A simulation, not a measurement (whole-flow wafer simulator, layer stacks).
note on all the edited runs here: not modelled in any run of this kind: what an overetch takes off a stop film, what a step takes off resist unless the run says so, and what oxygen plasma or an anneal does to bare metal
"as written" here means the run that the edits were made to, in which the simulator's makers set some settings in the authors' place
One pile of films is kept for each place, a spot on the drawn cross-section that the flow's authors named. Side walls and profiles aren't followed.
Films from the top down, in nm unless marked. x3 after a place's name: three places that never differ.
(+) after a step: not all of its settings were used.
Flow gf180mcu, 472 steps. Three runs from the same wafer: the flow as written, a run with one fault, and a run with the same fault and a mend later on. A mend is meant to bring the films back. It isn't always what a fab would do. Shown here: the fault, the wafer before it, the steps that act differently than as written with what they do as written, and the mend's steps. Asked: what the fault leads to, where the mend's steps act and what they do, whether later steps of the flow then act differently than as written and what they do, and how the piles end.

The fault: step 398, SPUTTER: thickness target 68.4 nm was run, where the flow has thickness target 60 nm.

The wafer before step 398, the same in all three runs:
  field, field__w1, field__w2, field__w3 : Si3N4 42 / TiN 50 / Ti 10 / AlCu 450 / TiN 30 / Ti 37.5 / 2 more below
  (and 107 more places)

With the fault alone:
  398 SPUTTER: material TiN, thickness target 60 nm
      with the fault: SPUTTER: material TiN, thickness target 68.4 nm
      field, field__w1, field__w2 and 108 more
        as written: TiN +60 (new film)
        with the fault: TiN +68.4 (new film)
  Later steps of the flow that act differently than as written (8 more steps differ only slightly, by at most 2% or 0.5 nm, whichever is larger, and aren't shown):
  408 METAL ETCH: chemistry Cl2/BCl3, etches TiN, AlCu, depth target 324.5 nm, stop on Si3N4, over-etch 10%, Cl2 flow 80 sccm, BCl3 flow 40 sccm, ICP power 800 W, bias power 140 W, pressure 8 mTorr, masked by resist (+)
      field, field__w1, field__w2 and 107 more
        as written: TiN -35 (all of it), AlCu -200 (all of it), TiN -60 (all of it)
        with the fault: TiN -35 (all of it), AlCu -200 (all of it), TiN -68.4 (all of it)
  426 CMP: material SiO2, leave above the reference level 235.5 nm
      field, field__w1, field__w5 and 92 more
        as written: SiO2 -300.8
        with the fault: SiO2 -292.4
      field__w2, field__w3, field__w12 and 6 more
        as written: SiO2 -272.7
        with the fault: SiO2 -264.3
  At the end the piles differ from the flow's by more than 2% or 0.5 nm, whichever is larger, at mim.
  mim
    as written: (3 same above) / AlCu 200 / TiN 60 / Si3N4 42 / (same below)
    with the fault: (3 same above) / AlCu 200 / TiN 68.4 / Si3N4 42 / (same below)

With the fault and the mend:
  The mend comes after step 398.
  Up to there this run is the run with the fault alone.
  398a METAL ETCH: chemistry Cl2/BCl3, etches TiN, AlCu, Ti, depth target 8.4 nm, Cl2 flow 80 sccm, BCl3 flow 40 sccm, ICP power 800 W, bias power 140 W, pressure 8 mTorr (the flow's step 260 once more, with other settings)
      field, field__w1, field__w2 and 108 more
        TiN -8.4
  No later step of the flow acts differently than as written at any place that is followed.
  At the end the piles are the same as the flow's at every place that both follow.
